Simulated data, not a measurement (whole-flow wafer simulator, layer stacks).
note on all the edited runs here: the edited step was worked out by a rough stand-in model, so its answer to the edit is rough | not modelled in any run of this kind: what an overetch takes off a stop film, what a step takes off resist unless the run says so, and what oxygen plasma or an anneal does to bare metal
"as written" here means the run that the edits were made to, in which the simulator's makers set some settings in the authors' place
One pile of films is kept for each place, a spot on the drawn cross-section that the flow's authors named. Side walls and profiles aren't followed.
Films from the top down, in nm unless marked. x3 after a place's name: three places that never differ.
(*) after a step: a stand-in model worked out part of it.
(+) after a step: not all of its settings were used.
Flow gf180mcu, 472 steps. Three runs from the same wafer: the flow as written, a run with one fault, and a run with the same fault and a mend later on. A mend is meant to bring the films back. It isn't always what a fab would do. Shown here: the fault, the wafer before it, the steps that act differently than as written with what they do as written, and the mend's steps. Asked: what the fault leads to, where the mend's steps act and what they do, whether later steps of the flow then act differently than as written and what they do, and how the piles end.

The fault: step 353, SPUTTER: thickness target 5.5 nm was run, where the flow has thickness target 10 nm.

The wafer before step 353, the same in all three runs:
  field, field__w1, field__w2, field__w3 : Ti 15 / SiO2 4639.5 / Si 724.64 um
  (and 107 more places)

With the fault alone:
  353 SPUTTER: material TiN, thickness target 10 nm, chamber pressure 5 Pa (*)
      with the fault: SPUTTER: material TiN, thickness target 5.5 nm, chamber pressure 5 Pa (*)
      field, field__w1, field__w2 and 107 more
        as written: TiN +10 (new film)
        with the fault: TiN +5.5 (new film)
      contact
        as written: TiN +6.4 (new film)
        with the fault: TiN +3.53 (new film)
  Later steps of the flow that act differently than as written (1 more step differs only slightly, by at most 2% or 0.5 nm, whichever is larger, and isn't shown):
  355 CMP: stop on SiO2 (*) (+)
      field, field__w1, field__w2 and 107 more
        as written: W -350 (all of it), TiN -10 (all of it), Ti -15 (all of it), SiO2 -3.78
        with the fault: W -350 (all of it), TiN -5.5 (all of it), Ti -15 (all of it), SiO2 -3.74
  At the end the piles differ from the flow's by more than 2% or 0.5 nm, whichever is larger, at contact.
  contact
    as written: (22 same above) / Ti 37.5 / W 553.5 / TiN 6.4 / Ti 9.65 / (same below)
    with the fault: (22 same above) / Ti 37.5 / W 556.4 / TiN 3.53 / Ti 9.65 / (same below)

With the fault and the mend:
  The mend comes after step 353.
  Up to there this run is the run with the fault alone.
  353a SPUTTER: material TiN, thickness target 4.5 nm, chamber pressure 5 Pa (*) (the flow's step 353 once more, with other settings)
      field, field__w1, field__w2 and 107 more
        TiN +4.5
      contact
        TiN +2.88
  No later step of the flow acts differently than as written at any place that is followed.
  At the end the piles are the same as the flow's at every place that both follow.
